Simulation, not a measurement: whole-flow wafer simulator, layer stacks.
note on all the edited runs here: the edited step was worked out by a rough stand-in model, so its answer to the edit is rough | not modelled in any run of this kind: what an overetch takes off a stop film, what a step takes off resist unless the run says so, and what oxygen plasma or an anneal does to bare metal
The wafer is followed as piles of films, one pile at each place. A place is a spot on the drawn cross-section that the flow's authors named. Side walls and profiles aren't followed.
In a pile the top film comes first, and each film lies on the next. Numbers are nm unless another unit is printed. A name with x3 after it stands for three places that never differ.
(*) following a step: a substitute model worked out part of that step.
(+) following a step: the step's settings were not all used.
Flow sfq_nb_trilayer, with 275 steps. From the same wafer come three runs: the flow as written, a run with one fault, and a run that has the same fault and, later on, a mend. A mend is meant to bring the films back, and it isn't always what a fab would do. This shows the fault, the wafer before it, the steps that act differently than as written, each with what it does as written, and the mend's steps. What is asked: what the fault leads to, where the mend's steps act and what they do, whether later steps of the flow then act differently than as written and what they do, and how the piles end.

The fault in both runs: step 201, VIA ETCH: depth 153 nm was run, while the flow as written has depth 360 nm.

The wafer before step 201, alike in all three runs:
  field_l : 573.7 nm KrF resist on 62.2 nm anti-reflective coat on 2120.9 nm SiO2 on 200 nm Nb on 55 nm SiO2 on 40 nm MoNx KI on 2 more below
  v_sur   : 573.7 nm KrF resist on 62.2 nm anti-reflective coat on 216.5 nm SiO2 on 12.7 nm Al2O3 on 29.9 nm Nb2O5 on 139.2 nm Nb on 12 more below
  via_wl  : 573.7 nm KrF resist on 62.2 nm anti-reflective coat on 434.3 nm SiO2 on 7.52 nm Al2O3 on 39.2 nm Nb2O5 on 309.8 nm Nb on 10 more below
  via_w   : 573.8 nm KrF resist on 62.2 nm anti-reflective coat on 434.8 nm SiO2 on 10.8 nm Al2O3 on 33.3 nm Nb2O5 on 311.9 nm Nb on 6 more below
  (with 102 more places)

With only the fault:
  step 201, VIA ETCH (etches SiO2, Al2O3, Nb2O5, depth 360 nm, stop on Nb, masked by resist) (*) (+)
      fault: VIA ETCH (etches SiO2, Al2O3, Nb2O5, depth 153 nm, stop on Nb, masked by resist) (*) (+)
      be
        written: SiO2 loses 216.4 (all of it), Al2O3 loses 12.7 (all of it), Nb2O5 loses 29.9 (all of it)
        fault: SiO2 loses 153
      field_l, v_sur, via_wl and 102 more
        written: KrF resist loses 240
        fault: KrF resist loses 102
  Steps further on in the flow that do not act as written (6 more steps, not shown, differ only slightly: by at most 2% or 0.5 nm, whichever is larger):
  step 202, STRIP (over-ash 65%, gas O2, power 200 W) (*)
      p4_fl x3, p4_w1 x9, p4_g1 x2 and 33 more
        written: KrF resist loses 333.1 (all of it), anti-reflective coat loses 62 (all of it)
        fault: KrF resist loses 471.1 (all of it), anti-reflective coat loses 62 (all of it)
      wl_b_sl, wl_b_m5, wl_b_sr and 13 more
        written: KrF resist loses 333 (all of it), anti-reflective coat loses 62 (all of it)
        fault: KrF resist loses 471 (all of it), anti-reflective coat loses 62 (all of it)
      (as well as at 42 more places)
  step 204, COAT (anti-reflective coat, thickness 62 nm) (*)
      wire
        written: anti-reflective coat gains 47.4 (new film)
        fault: anti-reflective coat gains 50.5 (new film)
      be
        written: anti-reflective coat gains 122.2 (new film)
        fault: anti-reflective coat gains 106.5 (new film)
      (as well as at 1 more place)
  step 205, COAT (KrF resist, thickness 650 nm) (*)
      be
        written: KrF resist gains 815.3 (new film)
        fault: KrF resist gains 739.5 (new film)
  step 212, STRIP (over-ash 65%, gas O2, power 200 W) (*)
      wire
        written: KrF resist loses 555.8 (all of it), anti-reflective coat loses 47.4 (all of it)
        fault: KrF resist loses 561.8 (all of it), anti-reflective coat loses 50.5 (all of it)
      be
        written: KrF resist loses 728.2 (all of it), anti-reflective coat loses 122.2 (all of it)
        fault: KrF resist loses 652.4 (all of it), anti-reflective coat loses 106.5 (all of it)
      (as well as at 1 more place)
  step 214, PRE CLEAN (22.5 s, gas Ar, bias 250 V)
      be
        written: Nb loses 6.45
        fault: SiO2 loses 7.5
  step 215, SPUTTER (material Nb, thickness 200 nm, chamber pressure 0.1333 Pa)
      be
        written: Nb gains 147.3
        fault: Nb gains 172.2 (new film)
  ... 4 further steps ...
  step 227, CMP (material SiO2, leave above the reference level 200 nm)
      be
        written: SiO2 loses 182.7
        fault: SiO2 loses 157.1
  At be, the piles at the end differ from the flow's by more than 2% or 0.5 nm, whichever is larger.
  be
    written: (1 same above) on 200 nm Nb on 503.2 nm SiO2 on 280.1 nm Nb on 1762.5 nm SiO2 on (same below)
    fault: (1 same above) on 200 nm Nb on 373.5 nm SiO2 on 172.2 nm Nb on 55.9 nm SiO2 on 12.7 nm Al2O3 on 29.9 nm Nb2O5 on 139.2 nm Nb on 1762.5 nm SiO2 on (same below)

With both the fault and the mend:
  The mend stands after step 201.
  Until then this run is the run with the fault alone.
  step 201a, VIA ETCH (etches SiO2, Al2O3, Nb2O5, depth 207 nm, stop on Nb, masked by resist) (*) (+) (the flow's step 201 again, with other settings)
      field_l, v_sur, via_wl and 102 more
        KrF resist loses 138
      be
        SiO2 loses 63.4 (all of it), Al2O3 loses 12.7 (all of it), Nb2O5 loses 29.9 (all of it)
  Every later step of the flow that is run acts as written at every place that is followed.
  At every place that both follow, the piles at the end match the flow's.
